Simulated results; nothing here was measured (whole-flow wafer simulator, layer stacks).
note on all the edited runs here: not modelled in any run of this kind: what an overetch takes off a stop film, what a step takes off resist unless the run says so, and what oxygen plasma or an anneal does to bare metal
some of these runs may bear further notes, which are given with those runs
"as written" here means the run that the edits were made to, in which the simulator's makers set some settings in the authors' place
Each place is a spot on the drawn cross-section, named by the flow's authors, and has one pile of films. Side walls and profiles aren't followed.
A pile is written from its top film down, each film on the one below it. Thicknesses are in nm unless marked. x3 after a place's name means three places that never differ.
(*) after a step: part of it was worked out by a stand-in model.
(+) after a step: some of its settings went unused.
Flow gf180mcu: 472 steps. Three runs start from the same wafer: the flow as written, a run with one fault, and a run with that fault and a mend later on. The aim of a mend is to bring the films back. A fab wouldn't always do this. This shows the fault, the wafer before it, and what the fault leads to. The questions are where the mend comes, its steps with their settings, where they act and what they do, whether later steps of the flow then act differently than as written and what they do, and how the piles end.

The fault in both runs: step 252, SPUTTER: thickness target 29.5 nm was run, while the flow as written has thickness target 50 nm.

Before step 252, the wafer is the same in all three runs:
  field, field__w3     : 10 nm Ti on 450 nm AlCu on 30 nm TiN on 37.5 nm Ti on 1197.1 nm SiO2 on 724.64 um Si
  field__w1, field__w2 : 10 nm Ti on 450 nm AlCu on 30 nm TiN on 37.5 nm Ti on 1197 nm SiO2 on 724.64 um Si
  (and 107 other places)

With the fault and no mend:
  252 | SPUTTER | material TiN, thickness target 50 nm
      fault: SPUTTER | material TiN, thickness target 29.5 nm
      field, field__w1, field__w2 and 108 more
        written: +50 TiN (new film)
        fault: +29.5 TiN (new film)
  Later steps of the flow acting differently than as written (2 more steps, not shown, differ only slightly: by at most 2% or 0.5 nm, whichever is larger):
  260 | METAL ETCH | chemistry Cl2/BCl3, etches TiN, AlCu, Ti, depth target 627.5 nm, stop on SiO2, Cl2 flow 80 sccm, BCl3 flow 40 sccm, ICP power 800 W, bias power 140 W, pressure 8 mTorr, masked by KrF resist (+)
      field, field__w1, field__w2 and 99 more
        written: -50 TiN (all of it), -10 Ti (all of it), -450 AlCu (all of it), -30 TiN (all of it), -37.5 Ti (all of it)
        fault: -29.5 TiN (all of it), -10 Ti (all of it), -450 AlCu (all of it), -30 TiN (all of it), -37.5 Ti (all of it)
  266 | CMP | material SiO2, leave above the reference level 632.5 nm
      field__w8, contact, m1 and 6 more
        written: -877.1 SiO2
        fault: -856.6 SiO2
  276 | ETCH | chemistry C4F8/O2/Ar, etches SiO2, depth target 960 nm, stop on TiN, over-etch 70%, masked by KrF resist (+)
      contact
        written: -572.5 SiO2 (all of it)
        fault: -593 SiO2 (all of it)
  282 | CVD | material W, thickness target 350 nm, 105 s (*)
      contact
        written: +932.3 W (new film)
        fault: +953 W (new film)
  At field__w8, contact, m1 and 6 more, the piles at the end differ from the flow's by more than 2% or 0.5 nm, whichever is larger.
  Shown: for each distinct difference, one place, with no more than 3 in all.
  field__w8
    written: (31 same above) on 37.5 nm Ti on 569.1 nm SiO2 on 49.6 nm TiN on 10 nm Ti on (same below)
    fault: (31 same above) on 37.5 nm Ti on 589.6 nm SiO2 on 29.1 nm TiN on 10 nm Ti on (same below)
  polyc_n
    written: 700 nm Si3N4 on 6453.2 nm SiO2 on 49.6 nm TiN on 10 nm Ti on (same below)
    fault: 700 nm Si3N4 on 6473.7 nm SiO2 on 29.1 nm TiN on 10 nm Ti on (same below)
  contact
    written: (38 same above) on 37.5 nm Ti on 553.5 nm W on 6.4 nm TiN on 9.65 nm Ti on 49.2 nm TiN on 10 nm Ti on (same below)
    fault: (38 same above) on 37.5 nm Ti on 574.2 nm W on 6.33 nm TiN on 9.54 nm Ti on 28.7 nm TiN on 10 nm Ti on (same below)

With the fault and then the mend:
  The mend follows step 259.
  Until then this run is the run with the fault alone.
  259a | STRIP | chemistry O2/N2, power 2160 W, pressure 1700 mTorr (*)
      field__w8, contact, m1 and 6 more
        -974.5 KrF resist (all of it)
  259b | SPUTTER | material TiN, thickness target 20.5 nm (the flow's step 252 again, with other settings)
      field, field__w1, field__w2 and 108 more
        +20.5 TiN
  259c | HMDS | 120 C, 60 s (the flow's step 254 again)
      leaves every film unchanged at each place that is followed
  259d | COAT | KrF resist, thickness 1000 nm (the flow's step 255 again)
      field, field__w1, field__w2 and 108 more
        +1000 KrF resist (new film)
  259e | SOFTBAKE | KrF resist (the flow's step 256 again)
      leaves every film unchanged at each place that is followed
  259f | EXPOSE | photomask Metal1 (the flow's step 257 again)
      leaves every film unchanged at each place that is followed
  259g | PEB | KrF resist, 135 C, 90 s (the flow's step 258 again)
      field, field__w1, field__w2 and 108 more
        -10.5 KrF resist
  259h | DEVELOP | thickness 1000 nm, 60 s (the flow's step 259 again)
      field, field__w1, field__w2 and 99 more
        -989.5 KrF resist (all of it)
      field__w8, contact, m1 and 6 more
        -14.9 KrF resist
  Every later step of the flow that is run acts as written at every place that is followed.
  At every place that both follow, the piles at the end match the flow's.
